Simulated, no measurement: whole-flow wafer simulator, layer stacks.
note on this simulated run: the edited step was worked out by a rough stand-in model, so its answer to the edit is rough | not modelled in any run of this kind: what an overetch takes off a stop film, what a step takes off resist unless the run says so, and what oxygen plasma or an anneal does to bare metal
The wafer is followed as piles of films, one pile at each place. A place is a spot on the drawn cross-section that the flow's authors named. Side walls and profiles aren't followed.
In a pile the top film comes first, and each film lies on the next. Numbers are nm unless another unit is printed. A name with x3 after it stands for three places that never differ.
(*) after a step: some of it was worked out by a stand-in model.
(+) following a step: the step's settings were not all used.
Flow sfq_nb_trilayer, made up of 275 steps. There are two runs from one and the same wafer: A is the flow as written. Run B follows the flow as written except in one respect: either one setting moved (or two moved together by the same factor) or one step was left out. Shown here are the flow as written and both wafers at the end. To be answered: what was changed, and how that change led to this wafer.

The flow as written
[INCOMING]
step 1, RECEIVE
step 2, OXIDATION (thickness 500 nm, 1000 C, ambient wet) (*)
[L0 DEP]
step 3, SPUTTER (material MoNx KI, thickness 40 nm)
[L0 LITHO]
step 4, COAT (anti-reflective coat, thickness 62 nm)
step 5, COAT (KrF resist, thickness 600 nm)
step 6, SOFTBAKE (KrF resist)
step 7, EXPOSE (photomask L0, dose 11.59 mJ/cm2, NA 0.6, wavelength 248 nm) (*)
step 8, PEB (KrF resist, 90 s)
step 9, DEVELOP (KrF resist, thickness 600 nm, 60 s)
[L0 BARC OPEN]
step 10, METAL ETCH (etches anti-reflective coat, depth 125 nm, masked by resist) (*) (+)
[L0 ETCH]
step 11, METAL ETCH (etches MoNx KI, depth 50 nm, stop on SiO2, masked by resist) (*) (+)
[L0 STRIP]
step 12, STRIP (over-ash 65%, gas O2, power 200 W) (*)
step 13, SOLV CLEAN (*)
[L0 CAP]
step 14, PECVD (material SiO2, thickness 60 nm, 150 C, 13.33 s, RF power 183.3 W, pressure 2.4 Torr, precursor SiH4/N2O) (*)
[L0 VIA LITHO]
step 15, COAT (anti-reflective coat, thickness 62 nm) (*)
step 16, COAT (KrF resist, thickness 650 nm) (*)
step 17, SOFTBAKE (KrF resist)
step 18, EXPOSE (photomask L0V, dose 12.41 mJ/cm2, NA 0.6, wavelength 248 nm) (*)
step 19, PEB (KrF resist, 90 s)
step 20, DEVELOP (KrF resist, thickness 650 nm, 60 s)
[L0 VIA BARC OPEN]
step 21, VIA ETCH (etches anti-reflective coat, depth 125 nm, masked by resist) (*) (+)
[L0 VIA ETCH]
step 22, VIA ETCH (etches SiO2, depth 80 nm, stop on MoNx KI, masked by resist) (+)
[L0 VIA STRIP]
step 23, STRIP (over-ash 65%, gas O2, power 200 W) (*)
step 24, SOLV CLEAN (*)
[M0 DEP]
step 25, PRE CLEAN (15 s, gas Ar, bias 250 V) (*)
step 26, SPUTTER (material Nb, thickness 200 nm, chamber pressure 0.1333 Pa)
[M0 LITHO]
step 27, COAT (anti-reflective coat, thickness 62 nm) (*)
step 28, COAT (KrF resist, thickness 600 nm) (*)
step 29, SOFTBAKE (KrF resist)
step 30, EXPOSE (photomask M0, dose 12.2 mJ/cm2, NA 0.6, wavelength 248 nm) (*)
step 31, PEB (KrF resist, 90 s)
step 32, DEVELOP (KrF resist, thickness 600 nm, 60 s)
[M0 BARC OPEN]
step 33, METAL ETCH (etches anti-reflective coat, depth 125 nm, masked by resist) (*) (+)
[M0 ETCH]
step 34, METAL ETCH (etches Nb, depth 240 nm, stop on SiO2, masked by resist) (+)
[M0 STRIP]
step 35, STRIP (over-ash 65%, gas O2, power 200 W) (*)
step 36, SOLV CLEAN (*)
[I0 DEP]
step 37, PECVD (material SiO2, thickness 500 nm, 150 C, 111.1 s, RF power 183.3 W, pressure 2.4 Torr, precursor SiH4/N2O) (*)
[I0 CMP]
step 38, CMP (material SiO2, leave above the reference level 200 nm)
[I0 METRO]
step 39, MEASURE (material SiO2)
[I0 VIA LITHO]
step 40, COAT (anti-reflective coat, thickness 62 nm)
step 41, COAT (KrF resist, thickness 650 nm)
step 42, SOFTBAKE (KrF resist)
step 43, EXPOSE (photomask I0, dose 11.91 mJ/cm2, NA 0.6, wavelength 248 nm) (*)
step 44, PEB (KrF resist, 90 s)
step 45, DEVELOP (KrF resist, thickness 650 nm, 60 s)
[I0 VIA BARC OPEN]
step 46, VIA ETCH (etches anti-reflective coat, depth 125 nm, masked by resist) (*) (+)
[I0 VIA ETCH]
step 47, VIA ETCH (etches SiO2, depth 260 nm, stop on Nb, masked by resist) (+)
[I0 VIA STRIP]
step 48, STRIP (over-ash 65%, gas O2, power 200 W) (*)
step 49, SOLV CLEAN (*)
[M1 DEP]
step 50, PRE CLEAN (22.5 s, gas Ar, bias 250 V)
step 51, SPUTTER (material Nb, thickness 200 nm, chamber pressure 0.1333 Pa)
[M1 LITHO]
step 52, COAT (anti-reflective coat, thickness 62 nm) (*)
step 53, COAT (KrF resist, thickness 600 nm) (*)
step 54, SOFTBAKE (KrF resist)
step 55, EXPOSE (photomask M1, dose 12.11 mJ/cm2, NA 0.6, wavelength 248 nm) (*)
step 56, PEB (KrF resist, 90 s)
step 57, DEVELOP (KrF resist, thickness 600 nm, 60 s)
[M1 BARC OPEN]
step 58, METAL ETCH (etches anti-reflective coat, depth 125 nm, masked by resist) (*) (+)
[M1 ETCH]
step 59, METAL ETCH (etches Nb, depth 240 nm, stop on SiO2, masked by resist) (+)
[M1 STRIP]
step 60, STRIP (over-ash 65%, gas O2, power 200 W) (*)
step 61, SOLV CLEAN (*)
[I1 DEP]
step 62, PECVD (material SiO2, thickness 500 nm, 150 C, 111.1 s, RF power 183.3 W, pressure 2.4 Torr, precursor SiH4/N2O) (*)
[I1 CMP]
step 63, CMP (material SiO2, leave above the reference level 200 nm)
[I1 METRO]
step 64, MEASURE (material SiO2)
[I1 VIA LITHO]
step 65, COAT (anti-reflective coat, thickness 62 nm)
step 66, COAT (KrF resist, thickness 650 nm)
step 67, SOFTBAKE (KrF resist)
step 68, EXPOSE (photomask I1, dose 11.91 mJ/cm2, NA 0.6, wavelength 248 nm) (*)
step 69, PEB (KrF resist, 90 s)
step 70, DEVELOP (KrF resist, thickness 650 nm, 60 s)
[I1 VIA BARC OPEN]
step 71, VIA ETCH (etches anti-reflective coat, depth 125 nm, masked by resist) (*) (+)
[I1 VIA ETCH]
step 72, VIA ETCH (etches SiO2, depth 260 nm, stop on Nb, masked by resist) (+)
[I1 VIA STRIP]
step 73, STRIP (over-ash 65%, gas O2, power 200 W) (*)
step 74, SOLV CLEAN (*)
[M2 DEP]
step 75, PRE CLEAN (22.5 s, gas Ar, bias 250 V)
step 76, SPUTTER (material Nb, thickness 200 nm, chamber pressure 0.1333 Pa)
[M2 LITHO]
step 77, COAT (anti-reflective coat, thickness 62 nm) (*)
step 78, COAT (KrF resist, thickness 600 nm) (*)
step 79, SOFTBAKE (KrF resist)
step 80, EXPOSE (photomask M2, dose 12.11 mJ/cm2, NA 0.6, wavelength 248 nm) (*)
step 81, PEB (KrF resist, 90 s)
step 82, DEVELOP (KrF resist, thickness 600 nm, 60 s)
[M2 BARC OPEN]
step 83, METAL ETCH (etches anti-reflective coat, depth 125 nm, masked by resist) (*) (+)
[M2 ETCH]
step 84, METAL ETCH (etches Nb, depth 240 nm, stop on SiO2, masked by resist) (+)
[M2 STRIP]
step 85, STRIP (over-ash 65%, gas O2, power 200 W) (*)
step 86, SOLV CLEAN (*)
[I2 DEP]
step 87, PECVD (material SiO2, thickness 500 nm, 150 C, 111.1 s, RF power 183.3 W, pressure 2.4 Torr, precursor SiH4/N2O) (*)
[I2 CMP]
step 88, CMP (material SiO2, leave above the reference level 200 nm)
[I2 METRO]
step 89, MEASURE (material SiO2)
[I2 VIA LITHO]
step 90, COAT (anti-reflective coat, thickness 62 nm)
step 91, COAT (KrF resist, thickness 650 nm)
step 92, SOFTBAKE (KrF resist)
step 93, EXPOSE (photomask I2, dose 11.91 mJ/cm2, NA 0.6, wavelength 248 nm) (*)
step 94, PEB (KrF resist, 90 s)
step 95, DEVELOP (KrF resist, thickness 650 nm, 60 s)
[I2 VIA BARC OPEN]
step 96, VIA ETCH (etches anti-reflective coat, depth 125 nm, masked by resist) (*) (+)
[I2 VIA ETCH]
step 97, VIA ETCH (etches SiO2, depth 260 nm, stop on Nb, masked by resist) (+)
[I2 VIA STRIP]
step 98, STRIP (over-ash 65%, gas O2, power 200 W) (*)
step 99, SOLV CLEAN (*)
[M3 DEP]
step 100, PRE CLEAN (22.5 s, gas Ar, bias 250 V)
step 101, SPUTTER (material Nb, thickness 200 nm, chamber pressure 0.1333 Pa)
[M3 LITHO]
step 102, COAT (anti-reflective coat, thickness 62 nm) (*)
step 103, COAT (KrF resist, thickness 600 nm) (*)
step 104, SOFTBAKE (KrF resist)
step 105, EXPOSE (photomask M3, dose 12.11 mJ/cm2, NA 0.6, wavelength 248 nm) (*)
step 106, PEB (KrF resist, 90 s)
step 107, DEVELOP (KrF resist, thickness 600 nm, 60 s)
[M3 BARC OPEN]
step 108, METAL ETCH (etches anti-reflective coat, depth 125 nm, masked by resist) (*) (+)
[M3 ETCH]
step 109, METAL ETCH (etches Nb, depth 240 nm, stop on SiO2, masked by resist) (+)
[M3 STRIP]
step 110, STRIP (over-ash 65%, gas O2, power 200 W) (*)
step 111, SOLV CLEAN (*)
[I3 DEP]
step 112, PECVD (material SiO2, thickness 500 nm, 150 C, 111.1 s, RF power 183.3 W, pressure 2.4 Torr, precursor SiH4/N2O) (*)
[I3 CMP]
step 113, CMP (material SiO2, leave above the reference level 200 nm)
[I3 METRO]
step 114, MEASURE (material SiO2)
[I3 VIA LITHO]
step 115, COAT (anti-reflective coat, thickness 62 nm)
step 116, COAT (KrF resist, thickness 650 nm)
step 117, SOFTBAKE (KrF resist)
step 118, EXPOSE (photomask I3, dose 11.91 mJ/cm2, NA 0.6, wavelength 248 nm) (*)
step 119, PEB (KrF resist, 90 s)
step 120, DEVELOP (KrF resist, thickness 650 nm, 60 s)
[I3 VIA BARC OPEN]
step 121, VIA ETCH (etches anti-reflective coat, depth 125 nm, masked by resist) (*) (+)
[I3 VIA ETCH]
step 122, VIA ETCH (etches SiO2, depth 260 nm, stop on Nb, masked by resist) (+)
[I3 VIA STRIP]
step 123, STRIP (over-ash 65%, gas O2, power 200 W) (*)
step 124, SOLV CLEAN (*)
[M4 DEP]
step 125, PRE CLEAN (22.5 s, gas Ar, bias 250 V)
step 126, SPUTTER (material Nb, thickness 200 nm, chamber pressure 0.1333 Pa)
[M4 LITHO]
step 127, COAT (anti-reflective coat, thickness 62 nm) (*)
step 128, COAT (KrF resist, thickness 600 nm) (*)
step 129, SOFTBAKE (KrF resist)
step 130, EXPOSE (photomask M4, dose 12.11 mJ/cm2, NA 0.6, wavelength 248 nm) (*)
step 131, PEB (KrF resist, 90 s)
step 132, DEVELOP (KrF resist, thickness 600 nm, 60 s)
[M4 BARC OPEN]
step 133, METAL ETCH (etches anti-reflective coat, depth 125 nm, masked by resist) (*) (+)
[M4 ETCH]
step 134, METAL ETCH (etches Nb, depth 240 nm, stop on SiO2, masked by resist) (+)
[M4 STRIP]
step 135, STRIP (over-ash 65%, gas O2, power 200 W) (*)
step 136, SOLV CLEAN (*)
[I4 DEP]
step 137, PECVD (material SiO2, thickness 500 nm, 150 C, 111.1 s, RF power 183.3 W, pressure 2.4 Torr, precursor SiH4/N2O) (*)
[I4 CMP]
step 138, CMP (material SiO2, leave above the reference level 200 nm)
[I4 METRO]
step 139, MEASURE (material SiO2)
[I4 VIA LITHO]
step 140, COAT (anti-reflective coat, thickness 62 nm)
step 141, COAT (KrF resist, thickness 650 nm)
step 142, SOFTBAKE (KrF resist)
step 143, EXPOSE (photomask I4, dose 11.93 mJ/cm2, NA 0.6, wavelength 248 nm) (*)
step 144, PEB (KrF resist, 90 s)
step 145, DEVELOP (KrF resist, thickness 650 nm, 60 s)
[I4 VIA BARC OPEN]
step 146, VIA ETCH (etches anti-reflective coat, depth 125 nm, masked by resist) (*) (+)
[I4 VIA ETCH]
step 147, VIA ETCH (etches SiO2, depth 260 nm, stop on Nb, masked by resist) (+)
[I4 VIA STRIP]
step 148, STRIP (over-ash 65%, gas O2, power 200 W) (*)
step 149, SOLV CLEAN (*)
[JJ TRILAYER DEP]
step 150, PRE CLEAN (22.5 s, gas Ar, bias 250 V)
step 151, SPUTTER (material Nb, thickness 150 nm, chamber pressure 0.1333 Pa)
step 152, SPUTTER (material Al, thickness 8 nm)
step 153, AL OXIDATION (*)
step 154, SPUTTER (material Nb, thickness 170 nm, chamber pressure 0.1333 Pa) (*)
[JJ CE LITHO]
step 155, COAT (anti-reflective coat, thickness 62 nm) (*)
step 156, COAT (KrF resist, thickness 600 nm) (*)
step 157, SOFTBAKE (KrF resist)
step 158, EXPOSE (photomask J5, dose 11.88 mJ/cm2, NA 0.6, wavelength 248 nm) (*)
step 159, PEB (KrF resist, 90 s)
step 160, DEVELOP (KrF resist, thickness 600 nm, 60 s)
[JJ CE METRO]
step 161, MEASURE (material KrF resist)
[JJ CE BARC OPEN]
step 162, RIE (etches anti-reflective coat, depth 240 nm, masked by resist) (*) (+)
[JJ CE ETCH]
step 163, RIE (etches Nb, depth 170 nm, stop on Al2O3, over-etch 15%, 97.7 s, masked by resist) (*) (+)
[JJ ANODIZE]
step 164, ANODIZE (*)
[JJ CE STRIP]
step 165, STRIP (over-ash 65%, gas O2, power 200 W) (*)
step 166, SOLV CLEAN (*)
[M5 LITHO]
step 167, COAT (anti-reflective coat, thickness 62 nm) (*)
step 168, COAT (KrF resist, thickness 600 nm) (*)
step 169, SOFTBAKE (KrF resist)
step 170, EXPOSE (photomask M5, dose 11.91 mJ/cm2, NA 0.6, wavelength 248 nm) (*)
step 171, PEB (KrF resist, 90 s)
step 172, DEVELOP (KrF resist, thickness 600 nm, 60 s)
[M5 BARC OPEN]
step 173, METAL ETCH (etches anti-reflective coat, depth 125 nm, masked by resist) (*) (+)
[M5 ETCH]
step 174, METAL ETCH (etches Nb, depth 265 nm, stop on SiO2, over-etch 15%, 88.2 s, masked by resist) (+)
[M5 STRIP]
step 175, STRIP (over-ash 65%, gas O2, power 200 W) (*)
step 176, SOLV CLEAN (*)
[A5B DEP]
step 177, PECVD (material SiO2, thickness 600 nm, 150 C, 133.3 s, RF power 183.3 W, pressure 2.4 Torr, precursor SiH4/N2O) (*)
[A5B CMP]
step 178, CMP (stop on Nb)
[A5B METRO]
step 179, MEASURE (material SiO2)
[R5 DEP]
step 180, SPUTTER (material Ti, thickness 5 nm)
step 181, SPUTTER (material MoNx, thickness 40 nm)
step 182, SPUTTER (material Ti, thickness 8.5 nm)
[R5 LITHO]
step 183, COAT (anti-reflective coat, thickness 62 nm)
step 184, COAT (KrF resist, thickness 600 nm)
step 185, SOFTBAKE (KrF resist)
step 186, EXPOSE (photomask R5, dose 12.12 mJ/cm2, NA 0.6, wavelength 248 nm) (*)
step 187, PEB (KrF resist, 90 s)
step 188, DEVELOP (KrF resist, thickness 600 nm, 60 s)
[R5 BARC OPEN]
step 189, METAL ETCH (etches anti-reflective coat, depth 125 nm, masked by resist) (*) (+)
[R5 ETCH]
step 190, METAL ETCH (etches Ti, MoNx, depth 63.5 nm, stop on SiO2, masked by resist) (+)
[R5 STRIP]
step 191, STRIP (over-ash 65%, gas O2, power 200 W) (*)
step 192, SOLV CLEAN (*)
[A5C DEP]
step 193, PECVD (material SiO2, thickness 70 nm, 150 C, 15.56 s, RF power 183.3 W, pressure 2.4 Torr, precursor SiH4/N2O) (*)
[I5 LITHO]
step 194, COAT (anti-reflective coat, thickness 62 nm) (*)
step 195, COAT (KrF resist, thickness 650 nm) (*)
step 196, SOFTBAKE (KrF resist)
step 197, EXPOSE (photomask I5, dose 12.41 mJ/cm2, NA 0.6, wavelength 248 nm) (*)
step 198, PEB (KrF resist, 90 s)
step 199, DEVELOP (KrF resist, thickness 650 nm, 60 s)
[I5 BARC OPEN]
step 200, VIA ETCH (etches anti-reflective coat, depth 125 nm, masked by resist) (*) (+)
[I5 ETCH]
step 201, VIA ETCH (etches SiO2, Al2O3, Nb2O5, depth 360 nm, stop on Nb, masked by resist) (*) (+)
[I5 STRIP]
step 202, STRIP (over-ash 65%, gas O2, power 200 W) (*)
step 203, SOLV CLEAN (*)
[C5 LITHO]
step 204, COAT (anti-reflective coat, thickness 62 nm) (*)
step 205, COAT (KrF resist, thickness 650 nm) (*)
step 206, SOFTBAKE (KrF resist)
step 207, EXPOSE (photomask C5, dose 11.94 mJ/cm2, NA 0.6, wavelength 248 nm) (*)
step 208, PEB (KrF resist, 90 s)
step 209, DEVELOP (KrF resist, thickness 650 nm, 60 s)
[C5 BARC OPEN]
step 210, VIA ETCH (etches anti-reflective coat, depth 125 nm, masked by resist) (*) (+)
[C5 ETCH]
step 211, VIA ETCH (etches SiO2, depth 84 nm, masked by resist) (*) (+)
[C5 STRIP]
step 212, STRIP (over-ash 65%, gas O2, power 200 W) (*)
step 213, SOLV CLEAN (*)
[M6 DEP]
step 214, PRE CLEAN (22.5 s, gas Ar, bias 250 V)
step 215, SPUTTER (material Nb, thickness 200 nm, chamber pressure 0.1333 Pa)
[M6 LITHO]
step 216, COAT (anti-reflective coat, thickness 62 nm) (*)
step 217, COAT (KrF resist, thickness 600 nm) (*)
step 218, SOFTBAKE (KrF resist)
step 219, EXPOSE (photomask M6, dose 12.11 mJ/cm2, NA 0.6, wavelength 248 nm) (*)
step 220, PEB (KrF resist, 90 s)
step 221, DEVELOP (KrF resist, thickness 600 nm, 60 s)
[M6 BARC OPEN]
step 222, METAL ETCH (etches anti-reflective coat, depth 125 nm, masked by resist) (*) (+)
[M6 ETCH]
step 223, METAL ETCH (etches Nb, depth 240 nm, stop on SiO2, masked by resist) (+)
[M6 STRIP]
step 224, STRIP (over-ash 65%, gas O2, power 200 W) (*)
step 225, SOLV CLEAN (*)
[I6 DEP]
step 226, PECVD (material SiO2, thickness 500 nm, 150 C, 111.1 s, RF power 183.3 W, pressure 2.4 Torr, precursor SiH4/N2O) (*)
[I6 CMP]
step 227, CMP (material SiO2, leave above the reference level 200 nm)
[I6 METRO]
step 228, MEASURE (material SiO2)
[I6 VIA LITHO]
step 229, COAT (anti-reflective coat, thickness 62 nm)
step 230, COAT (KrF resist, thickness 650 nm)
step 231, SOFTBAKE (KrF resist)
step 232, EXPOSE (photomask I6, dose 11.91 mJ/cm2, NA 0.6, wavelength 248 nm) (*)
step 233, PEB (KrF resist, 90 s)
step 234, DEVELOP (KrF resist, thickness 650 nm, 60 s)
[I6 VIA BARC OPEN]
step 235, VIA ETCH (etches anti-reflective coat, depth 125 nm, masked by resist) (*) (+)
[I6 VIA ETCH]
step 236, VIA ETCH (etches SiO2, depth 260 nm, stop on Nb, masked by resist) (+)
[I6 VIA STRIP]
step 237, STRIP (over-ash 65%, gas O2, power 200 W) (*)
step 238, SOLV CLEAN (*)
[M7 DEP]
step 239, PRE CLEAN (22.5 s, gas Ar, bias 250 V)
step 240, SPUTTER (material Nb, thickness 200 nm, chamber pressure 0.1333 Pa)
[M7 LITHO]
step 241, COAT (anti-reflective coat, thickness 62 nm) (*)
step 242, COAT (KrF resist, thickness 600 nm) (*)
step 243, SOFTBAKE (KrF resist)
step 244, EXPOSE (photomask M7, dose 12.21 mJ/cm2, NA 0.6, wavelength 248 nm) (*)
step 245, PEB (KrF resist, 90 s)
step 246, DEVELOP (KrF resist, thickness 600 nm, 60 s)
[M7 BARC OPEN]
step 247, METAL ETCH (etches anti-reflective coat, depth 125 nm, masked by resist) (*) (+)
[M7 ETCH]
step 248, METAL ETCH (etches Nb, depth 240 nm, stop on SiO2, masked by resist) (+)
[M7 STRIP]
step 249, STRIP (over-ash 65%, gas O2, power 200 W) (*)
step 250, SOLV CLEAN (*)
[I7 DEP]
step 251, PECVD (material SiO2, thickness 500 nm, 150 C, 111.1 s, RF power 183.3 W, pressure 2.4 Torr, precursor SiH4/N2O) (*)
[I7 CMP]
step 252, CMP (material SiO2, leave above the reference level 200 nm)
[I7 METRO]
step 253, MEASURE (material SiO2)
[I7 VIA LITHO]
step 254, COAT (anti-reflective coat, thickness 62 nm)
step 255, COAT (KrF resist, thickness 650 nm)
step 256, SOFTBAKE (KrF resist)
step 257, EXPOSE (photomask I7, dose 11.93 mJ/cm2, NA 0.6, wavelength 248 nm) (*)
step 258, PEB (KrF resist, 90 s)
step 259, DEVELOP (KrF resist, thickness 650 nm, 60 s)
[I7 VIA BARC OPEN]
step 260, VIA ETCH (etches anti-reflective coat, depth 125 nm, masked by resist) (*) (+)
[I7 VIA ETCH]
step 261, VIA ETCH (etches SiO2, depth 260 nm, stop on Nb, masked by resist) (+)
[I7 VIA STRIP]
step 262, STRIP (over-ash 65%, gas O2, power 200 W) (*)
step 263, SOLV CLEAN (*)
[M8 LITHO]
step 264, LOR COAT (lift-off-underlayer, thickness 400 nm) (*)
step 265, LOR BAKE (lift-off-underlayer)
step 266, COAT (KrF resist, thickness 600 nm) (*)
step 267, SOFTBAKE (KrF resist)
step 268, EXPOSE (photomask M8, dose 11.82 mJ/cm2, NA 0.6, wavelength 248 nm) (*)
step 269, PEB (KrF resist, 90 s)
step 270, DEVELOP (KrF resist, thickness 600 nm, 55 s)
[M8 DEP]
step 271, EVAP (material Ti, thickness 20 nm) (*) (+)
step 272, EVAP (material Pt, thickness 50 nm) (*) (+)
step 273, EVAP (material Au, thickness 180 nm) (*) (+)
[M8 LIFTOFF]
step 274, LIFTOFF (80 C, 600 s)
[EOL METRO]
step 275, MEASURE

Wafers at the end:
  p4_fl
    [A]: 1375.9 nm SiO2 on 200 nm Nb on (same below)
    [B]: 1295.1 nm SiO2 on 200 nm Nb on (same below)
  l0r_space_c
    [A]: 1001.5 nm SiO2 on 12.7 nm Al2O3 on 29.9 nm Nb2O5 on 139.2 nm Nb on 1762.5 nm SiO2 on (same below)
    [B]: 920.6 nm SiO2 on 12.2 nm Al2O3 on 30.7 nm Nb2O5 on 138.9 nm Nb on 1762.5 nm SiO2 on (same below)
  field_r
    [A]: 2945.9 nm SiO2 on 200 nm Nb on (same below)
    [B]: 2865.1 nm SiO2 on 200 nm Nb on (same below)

The reason: step 154, SPUTTER: thickness 89.2 nm was run, though the flow has thickness 170 nm.

The path from the change to this, step by step:
  step 154, SPUTTER (material Nb, thickness 170 nm, chamber pressure 0.1333 Pa) (*)
      field_l, v_sur, via_sp and 100 more: A Nb gains 170 (new film) | B Nb gains 89.2 (new film)
      via_wl, via_wr: A Nb gains 140.7 (new film) | B Nb gains 73.6 (new film)
      (also at 1 further place)
  step 155, COAT (anti-reflective coat, thickness 62 nm) (*)
      via_wl, via_wr: A anti-reflective coat gains 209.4 (new film) | B anti-reflective coat gains 190.1 (new film)
      via_w: A anti-reflective coat gains 97.4 (new film) | B anti-reflective coat gains 91.7 (new film)
  step 162, RIE (etches anti-reflective coat, depth 240 nm, masked by resist) (*) (+)
      ce_l, c5j, ce_r, wl_jj: A KrF resist loses 209.4 | B KrF resist loses 190.1
      via_wl, via_wr: A anti-reflective coat loses 209.4 (all of it) | B anti-reflective coat loses 190.1 (all of it)
      (also at 1 further place)
  step 163, RIE (etches Nb, depth 170 nm, stop on Al2O3, over-etch 15%, 97.7 s, masked by resist) (*) (+)
      field_l, v_sur, via_sp and 96 more: A Nb loses 170 (all of it), Al2O3 loses 0.51 | B Nb loses 89.2 (all of it), Al2O3 loses 0.96 (all of it)
      via_wl, via_wr: A Nb loses 140.7 (all of it), Al2O3 loses 0.96 (all of it) | B Nb loses 73.6 (all of it), Al2O3 loses 0.96 (all of it)
      (also at 1 further place)
  step 164, ANODIZE (*)
      field_l, v_sur, via_sp and 96 more: A Al2O3 gains 12.2, Nb2O5 gains 29.9 (new film), Al loses 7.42 (all of it), Nb loses 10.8 | B Al2O3 gains 12.2 (new film), Nb2O5 gains 30.7 (new film), Al loses 7.42 (all of it), Nb loses 11.1
  step 165, STRIP (over-ash 65%, gas O2, power 200 W) (*)
      c5j, ce_r: A KrF resist loses 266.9 (all of it), anti-reflective coat loses 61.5 (all of it) | B KrF resist loses 286.2 (all of it), anti-reflective coat loses 61.5 (all of it)
      ce_l: A KrF resist loses 266.8 (all of it), anti-reflective coat loses 61.4 (all of it) | B KrF resist loses 286.1 (all of it), anti-reflective coat loses 61.5 (all of it)
      (also at 1 further place)
  step 167, COAT (anti-reflective coat, thickness 62 nm) (*)
      wl_j_sl, wl_j_sr: A anti-reflective coat gains 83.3 (new film) | B anti-reflective coat gains 72.9 (new film)
      gap: A anti-reflective coat gains 58.9 (new film) | B anti-reflective coat gains 61.1 (new film)
      (also at 8 further places)
  step 168, COAT (KrF resist, thickness 600 nm) (*)
      ce_l: A KrF resist gains 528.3 (new film) | B KrF resist gains 572.7 (new film)
      c5j: A KrF resist gains 507.6 (new film) | B KrF resist gains 559.4 (new film)
      (also at 2 further places)
  step 173, METAL ETCH (etches anti-reflective coat, depth 125 nm, masked by resist) (*) (+)
      wl_a_sl: A anti-reflective coat loses 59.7 (all of it), Al2O3 loses 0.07 | B anti-reflective coat loses 61.9 (all of it)
  step 174, METAL ETCH (etches Nb, depth 265 nm, stop on SiO2, over-etch 15%, 88.2 s, masked by resist) (+)
      field_l, r_sur, res and 50 more: A Al2O3 loses 12.6 (all of it), Nb2O5 loses 29.9 (all of it), Nb loses 139.2 (all of it), SiO2 loses 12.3 | B Al2O3 loses 12.2 (all of it), Nb2O5 loses 30.7 (all of it), Nb loses 138.9 (all of it), SiO2 loses 12.3
  step 175, STRIP (over-ash 65%, gas O2, power 200 W) (*)
      wl_j_sl, wl_j_sr: A KrF resist loses 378 (all of it), anti-reflective coat loses 83.3 (all of it) | B KrF resist loses 372 (all of it), anti-reflective coat loses 72.9 (all of it)
      gap: A KrF resist loses 383.4 (all of it), anti-reflective coat loses 58.9 (all of it) | B KrF resist loses 374.4 (all of it), anti-reflective coat loses 61.1 (all of it)
      (also at 7 further places)
  step 178, CMP (stop on Nb)
      v_sur, via_sp, via_v and 43 more: A SiO2 loses 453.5 | B SiO2 loses 534.4
      field_l, p4_fl, p4_fm and 39 more: A SiO2 loses 259.3 | B SiO2 loses 340.1
      (also at 14 further places)
  step 201, VIA ETCH (etches SiO2, Al2O3, Nb2O5, depth 360 nm, stop on Nb, masked by resist) (*) (+)
      be: A SiO2 loses 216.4 (all of it), Al2O3 loses 12.7 (all of it), Nb2O5 loses 29.9 (all of it) | B SiO2 loses 135.5 (all of it), Al2O3 loses 12.2 (all of it), Nb2O5 loses 30.7 (all of it)
  step 204, COAT (anti-reflective coat, thickness 62 nm) (*)
      wire: A anti-reflective coat gains 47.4 (new film) | B anti-reflective coat gains 49.7 (new film)
      be: A anti-reflective coat gains 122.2 (new film) | B anti-reflective coat gains 110.3 (new film)
      (also at 1 further place)
  step 205, COAT (KrF resist, thickness 650 nm) (*)
      be: A KrF resist gains 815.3 (new film) | B KrF resist gains 757.7 (new film)
  step 212, STRIP (over-ash 65%, gas O2, power 200 W) (*)
      wire: A KrF resist loses 555.8 (all of it), anti-reflective coat loses 47.4 (all of it) | B KrF resist loses 560.4 (all of it), anti-reflective coat loses 49.7 (all of it)
      be: A KrF resist loses 728.2 (all of it), anti-reflective coat loses 122.2 (all of it) | B KrF resist loses 670.6 (all of it), anti-reflective coat loses 110.3 (all of it)
      (also at 1 further place)
  ... 4 other steps ...
  step 226, PECVD (material SiO2, thickness 500 nm, 150 C, 111.1 s, RF power 183.3 W, pressure 2.4 Torr, precursor SiH4/N2O) (*)
      be: A SiO2 gains 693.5 (new film) | B SiO2 gains 594.1 (new film)
